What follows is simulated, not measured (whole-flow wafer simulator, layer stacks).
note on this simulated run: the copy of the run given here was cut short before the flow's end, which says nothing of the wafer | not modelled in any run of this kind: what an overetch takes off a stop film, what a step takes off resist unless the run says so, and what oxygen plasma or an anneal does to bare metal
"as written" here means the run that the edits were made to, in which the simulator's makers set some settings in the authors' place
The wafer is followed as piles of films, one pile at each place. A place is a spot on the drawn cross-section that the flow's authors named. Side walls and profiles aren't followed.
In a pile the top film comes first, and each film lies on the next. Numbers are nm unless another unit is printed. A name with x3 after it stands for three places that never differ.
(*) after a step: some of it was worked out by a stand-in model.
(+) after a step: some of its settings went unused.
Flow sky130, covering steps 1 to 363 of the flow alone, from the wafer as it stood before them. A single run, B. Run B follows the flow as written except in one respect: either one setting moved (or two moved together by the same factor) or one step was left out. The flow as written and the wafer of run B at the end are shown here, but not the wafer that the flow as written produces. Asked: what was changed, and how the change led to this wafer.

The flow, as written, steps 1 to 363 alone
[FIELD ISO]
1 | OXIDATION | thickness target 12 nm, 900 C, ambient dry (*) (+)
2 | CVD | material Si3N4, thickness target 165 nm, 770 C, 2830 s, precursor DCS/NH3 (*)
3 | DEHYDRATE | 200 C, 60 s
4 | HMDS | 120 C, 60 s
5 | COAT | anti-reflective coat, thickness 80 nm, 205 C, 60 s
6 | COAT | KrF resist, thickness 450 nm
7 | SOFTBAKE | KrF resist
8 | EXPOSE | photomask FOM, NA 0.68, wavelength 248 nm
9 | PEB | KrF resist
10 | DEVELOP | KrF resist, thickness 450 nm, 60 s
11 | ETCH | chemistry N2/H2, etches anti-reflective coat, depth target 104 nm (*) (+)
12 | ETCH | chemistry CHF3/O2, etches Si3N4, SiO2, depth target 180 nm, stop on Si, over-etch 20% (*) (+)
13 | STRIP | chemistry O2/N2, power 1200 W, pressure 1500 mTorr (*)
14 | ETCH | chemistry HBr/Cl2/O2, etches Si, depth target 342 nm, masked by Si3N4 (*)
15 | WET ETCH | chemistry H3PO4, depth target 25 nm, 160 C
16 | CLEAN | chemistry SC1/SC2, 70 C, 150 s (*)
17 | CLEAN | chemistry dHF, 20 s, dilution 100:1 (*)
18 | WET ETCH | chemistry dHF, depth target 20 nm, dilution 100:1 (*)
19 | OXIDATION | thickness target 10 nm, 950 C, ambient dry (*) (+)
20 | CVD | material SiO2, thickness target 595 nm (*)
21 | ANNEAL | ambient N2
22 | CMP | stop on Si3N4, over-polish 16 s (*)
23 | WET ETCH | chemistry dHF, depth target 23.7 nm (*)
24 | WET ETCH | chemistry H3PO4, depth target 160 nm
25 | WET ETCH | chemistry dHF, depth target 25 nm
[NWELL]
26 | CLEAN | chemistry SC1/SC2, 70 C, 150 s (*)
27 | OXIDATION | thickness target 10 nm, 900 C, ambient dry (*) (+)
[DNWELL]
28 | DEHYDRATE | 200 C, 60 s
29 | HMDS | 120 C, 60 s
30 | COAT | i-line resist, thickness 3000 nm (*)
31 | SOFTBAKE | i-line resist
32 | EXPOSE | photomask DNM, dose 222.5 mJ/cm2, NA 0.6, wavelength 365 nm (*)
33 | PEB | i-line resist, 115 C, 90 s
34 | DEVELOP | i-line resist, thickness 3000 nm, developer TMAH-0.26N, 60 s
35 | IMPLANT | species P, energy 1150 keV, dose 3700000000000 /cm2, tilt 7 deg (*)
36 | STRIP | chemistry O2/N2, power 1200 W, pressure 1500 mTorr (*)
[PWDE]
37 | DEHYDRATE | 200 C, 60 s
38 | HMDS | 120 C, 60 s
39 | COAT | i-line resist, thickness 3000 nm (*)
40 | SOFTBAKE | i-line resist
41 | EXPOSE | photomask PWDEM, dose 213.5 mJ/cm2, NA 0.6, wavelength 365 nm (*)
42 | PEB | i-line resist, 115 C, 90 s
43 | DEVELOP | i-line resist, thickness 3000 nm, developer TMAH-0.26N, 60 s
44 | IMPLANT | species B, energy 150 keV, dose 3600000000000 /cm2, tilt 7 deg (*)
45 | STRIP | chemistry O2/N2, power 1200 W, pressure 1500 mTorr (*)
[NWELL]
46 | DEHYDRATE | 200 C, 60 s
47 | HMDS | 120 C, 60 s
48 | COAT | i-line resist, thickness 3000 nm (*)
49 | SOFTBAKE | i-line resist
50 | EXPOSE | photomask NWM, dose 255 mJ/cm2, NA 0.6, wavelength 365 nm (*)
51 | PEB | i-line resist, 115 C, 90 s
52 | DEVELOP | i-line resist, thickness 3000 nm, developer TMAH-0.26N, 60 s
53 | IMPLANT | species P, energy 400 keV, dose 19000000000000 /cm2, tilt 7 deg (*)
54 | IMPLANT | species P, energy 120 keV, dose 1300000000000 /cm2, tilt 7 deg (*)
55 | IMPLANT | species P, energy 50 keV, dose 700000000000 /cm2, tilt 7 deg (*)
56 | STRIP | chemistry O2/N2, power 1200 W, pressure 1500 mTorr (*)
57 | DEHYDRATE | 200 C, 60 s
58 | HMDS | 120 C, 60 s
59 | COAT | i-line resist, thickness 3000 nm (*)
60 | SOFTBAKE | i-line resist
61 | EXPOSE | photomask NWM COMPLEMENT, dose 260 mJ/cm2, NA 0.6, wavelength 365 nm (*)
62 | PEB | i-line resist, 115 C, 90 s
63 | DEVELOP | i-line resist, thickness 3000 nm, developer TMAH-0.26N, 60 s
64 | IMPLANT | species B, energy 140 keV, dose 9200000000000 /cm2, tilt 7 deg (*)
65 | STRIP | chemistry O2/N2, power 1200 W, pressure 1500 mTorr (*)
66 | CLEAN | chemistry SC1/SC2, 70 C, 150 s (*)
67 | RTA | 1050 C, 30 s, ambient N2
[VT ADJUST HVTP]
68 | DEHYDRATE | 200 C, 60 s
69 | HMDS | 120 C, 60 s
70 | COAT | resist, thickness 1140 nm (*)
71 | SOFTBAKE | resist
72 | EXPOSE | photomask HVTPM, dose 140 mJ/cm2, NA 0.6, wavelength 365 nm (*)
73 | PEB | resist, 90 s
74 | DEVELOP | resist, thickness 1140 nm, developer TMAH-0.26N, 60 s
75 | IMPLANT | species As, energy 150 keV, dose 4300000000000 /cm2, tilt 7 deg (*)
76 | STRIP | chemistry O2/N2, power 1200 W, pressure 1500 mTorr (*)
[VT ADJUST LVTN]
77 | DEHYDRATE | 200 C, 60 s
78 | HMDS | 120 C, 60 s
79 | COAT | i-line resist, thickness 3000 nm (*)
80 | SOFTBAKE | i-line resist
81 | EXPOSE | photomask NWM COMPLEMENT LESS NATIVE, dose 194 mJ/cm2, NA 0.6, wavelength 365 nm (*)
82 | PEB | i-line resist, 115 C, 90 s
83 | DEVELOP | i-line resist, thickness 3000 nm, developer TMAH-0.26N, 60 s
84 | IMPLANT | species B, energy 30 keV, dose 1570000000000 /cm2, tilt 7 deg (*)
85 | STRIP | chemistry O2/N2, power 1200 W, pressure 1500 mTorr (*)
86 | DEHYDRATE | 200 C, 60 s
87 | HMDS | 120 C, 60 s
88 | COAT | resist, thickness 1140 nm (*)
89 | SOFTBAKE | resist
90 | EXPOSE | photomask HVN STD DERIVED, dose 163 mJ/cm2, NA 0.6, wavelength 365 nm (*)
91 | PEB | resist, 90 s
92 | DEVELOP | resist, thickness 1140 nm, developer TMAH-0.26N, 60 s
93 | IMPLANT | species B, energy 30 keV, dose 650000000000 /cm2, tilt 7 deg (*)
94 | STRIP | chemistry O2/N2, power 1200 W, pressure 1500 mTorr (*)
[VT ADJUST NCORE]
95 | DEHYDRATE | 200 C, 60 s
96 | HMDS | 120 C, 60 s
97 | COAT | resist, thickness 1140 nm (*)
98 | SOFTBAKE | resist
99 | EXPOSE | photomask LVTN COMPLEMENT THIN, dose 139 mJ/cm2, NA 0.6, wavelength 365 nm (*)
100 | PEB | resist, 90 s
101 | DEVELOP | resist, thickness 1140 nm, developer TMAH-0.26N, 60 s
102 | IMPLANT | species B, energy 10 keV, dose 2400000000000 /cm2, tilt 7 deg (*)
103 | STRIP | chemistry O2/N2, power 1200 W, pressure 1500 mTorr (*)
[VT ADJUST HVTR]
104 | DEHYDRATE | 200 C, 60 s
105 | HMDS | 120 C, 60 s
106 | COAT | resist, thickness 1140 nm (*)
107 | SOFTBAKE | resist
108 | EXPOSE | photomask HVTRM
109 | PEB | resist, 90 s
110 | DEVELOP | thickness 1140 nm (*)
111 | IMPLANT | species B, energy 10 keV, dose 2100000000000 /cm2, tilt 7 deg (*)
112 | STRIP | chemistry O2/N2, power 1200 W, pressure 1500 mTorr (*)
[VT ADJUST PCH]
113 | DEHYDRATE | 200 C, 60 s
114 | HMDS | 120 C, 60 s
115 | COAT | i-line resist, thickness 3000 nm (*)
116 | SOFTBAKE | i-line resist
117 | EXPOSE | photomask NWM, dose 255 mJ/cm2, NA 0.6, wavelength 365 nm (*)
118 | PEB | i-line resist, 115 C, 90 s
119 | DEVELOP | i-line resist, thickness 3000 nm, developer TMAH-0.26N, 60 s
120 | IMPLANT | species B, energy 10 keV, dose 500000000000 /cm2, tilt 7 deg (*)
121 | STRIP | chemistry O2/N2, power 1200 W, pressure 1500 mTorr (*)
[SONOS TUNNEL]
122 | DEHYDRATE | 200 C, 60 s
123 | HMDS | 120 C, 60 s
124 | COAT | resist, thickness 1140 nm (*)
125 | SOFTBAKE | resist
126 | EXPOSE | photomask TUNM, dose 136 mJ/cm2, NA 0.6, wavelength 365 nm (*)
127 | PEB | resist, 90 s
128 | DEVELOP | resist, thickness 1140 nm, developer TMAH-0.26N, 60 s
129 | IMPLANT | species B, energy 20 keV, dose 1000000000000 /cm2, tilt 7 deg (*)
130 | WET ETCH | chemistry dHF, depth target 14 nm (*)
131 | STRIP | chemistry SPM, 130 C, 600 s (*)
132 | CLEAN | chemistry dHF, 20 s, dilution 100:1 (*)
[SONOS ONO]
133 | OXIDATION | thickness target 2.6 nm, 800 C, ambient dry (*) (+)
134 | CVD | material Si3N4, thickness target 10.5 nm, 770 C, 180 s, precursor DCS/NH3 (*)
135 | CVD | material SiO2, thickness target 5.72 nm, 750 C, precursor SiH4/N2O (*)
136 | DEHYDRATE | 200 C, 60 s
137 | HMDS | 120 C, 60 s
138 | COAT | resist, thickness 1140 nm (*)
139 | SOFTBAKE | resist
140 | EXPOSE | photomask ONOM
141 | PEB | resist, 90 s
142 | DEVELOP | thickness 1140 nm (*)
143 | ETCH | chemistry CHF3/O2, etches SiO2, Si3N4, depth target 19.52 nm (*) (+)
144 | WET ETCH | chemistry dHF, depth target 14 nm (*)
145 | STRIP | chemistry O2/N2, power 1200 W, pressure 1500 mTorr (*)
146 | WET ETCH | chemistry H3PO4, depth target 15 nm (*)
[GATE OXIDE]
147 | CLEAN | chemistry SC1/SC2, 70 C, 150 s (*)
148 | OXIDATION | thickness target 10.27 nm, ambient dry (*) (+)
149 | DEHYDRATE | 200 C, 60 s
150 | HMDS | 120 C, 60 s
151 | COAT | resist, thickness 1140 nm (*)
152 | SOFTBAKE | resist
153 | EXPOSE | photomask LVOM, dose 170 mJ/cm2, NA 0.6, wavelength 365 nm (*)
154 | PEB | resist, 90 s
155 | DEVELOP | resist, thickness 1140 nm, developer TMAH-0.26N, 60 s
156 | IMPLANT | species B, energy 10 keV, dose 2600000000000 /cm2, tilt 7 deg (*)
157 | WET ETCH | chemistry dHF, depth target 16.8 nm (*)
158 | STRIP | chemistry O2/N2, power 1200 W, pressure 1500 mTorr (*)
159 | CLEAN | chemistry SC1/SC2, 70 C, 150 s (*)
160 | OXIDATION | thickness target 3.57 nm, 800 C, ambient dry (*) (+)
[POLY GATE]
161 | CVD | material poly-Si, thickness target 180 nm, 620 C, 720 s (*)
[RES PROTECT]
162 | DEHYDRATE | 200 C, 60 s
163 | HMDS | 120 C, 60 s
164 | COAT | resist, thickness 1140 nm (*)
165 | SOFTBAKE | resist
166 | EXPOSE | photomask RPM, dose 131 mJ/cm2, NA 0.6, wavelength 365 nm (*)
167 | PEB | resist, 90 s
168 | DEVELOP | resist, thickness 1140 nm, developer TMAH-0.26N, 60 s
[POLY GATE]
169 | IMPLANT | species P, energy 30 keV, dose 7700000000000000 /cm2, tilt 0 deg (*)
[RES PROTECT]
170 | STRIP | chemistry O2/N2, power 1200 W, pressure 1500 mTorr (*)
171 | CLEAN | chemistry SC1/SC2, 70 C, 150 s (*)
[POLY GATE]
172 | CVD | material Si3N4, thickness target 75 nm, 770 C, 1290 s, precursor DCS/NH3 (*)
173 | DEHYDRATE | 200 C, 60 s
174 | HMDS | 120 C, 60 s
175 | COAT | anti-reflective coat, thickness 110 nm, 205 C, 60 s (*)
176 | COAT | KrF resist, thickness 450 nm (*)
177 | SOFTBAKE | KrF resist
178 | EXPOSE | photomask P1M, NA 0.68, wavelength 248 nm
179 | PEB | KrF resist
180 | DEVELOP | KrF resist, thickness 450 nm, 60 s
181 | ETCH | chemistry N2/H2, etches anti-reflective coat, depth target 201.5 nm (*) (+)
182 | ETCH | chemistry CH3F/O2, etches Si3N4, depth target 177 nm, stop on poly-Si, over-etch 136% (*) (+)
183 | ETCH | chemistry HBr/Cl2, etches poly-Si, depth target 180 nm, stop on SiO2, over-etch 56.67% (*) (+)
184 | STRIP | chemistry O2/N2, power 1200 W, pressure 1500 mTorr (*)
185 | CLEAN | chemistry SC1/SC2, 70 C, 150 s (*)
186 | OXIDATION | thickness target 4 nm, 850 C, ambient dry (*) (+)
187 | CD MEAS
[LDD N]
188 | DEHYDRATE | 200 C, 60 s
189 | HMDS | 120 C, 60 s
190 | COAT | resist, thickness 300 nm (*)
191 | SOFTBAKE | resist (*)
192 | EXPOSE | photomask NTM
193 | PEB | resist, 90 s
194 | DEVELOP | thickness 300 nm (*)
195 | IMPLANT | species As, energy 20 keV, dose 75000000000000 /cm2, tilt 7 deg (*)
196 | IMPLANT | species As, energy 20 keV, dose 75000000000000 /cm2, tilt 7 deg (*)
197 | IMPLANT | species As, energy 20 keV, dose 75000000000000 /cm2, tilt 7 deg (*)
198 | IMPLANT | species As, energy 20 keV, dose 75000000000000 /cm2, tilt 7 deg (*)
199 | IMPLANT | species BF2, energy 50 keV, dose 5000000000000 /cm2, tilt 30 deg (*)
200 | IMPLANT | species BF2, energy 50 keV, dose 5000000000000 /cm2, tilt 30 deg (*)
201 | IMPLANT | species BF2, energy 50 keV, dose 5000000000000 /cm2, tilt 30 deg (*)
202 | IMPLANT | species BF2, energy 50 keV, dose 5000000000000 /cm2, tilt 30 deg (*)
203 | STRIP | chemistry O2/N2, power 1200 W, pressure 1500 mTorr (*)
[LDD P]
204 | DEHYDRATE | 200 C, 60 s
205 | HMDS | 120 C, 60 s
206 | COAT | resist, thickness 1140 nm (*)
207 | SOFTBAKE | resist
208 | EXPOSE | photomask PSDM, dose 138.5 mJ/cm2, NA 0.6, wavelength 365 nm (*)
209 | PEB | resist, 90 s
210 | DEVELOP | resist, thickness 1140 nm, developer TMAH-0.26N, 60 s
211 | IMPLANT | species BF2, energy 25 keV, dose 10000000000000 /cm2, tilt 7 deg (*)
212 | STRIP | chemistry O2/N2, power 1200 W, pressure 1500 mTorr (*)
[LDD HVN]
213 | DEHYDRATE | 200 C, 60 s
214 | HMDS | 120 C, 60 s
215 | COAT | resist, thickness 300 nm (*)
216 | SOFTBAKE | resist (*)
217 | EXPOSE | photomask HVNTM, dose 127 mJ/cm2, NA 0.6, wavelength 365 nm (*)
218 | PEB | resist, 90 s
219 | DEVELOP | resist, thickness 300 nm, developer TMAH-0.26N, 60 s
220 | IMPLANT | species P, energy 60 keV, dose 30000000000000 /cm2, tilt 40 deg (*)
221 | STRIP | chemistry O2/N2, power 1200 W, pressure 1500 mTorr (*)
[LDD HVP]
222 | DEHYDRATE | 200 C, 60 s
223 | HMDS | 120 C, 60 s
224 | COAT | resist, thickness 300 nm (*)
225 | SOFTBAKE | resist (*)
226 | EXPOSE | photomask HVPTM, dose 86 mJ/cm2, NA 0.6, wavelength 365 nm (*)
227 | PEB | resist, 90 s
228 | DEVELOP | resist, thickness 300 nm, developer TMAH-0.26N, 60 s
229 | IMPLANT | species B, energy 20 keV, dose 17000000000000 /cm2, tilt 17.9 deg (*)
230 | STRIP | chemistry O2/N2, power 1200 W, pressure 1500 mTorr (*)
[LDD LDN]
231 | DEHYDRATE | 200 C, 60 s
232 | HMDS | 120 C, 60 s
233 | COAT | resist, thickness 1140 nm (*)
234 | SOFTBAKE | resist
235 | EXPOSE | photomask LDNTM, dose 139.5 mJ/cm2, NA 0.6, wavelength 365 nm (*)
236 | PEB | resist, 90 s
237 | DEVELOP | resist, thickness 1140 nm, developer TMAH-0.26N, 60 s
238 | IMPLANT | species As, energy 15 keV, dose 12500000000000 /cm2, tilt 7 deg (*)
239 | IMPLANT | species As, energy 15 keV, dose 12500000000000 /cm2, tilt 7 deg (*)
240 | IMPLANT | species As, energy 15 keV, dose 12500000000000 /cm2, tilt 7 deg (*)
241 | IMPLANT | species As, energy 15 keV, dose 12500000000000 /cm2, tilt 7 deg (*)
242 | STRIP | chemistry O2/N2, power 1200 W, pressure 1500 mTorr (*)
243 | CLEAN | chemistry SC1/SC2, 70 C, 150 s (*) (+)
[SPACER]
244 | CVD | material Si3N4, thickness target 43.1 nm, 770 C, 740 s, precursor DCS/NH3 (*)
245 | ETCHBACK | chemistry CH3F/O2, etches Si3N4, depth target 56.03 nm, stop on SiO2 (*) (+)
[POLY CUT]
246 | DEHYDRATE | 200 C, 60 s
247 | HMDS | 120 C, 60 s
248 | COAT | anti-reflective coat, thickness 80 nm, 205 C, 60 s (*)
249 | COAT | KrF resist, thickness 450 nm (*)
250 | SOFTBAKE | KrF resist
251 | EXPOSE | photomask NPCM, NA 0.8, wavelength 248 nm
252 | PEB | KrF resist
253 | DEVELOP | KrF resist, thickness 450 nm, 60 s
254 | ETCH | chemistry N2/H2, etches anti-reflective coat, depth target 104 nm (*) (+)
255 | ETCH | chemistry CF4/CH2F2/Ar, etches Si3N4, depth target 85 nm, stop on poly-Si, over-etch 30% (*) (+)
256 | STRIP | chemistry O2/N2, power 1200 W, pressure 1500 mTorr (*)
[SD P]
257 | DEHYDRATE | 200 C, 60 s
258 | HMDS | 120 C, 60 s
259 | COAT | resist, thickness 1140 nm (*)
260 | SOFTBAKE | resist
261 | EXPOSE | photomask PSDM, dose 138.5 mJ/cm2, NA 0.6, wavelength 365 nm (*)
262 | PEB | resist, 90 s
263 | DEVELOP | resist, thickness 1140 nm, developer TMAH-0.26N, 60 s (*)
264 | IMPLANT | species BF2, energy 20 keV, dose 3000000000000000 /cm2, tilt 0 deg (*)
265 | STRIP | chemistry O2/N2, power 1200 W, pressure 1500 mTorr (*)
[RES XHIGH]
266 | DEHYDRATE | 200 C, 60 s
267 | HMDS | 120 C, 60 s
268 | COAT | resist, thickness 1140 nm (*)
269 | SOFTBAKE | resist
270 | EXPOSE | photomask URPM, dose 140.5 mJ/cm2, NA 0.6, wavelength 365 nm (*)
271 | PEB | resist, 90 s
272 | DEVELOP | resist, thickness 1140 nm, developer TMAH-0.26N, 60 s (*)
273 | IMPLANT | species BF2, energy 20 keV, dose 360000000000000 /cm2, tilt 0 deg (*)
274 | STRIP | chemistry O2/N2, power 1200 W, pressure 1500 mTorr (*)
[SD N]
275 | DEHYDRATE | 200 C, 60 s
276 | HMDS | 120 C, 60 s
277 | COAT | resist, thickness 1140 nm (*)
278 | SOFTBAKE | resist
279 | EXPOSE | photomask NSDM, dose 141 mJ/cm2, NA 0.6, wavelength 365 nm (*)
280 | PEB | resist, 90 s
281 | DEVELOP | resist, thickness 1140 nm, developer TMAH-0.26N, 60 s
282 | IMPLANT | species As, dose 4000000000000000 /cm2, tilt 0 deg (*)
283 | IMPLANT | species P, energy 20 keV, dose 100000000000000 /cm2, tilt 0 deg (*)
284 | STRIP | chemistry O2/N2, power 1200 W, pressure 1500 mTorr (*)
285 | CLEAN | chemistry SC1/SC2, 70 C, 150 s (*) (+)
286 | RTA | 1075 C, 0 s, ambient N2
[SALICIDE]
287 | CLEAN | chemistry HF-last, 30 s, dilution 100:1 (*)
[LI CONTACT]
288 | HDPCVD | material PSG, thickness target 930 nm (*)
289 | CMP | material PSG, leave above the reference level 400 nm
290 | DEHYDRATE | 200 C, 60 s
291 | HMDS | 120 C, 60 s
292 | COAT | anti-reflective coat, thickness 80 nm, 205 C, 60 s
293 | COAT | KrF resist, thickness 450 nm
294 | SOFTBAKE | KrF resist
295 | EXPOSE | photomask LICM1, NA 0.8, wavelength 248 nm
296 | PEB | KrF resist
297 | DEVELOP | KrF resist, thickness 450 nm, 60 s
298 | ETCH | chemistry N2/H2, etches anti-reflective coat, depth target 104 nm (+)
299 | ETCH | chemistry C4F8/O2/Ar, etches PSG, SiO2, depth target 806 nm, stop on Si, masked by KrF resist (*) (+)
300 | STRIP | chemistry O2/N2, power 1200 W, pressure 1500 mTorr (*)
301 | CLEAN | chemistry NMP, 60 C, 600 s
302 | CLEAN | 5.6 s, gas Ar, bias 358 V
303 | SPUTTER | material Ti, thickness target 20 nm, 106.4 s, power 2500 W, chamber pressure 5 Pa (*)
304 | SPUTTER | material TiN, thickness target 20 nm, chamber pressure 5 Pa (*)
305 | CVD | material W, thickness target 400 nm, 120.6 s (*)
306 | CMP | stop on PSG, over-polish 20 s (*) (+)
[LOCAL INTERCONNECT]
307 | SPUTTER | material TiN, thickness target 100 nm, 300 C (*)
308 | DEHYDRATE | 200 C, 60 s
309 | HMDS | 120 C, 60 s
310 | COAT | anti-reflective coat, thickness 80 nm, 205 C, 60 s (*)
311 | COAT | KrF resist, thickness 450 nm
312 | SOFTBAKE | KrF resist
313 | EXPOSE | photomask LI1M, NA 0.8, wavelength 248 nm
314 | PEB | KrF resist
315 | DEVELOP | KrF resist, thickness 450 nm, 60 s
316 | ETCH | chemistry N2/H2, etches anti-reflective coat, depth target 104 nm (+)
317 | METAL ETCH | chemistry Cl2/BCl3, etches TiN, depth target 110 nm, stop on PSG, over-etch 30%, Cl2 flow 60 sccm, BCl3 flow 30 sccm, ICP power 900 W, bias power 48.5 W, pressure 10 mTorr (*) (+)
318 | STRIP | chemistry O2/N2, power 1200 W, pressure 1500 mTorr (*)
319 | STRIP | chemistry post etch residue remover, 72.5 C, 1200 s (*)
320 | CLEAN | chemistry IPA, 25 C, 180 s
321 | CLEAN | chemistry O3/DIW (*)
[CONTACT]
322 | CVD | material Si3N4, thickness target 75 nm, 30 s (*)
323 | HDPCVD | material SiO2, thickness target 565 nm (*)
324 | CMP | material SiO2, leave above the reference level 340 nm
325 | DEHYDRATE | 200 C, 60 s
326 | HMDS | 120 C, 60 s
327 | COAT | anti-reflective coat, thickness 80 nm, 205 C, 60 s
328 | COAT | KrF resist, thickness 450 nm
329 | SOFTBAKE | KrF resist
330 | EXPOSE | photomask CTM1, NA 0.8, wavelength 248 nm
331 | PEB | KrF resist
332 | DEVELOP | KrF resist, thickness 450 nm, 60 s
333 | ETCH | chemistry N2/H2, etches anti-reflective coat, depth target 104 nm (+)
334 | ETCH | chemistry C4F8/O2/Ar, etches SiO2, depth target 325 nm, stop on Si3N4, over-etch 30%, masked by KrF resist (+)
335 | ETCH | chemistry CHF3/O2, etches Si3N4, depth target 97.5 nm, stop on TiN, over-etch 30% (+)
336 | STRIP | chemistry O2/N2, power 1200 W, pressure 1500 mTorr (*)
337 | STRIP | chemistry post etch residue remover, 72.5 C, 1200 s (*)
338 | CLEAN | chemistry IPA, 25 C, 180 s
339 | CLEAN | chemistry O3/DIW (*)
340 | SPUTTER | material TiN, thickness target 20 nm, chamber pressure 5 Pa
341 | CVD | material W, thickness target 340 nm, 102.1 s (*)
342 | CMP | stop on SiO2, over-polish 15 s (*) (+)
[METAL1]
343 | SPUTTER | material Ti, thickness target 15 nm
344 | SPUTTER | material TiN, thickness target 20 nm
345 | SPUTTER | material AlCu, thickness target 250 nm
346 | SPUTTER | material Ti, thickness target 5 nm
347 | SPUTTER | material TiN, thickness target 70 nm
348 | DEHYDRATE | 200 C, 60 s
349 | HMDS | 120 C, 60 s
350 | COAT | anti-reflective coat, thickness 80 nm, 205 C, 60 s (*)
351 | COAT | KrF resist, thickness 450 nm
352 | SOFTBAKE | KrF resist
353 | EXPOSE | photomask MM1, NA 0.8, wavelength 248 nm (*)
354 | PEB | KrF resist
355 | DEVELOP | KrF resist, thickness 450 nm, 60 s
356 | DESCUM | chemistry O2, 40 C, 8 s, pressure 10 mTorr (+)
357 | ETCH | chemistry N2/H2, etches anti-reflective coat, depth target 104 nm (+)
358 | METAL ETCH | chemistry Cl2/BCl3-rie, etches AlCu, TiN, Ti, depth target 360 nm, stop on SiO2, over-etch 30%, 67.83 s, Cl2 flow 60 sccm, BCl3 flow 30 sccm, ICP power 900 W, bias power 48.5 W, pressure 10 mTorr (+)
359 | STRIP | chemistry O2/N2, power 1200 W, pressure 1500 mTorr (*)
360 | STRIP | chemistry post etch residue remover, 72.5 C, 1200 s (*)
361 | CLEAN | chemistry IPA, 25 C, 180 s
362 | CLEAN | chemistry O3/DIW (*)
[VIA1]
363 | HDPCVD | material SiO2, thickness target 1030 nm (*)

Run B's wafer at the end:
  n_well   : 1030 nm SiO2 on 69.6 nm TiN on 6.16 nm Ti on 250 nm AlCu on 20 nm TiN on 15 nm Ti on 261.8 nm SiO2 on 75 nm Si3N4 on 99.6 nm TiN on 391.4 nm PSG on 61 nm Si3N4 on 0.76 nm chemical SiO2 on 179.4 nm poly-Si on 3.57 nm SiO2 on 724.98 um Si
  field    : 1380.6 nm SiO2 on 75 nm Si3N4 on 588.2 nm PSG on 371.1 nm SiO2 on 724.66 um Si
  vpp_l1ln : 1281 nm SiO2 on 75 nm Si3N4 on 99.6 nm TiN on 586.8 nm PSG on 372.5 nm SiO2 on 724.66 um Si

What caused this: step 346, SPUTTER: thickness target 6.16 nm was run, though the flow has thickness target 5 nm.
The wafer itself shows it: n_well has Ti 6.16, and step 346 as written asks for 5 nm.

Step by step, how the change led to this:
  346 | SPUTTER | material Ti, thickness target 5 nm
      field, active, n_well and 188 more: Ti gains 6.16 (new film) (as written it would have been: Ti gains 5 (new film))
  358 | METAL ETCH | chemistry Cl2/BCl3-rie, etches AlCu, TiN, Ti, depth target 360 nm, stop on SiO2, over-etch 30%, 67.83 s, Cl2 flow 60 sccm, BCl3 flow 30 sccm, ICP power 900 W, bias power 48.5 W, pressure 10 mTorr (+)
      field, active, gate and 81 more: TiN loses 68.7 (all of it), Ti loses 6.16 (all of it), AlCu loses 250 (all of it), TiN loses 20 (all of it), Ti loses 15 (all of it), SiO2 loses 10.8 (as written it would have been: TiN loses 68.7 (all of it), Ti loses 5 (all of it), AlCu loses 250 (all of it), TiN loses 20 (all of it), Ti loses 15 (all of it), SiO2 loses 10.9)
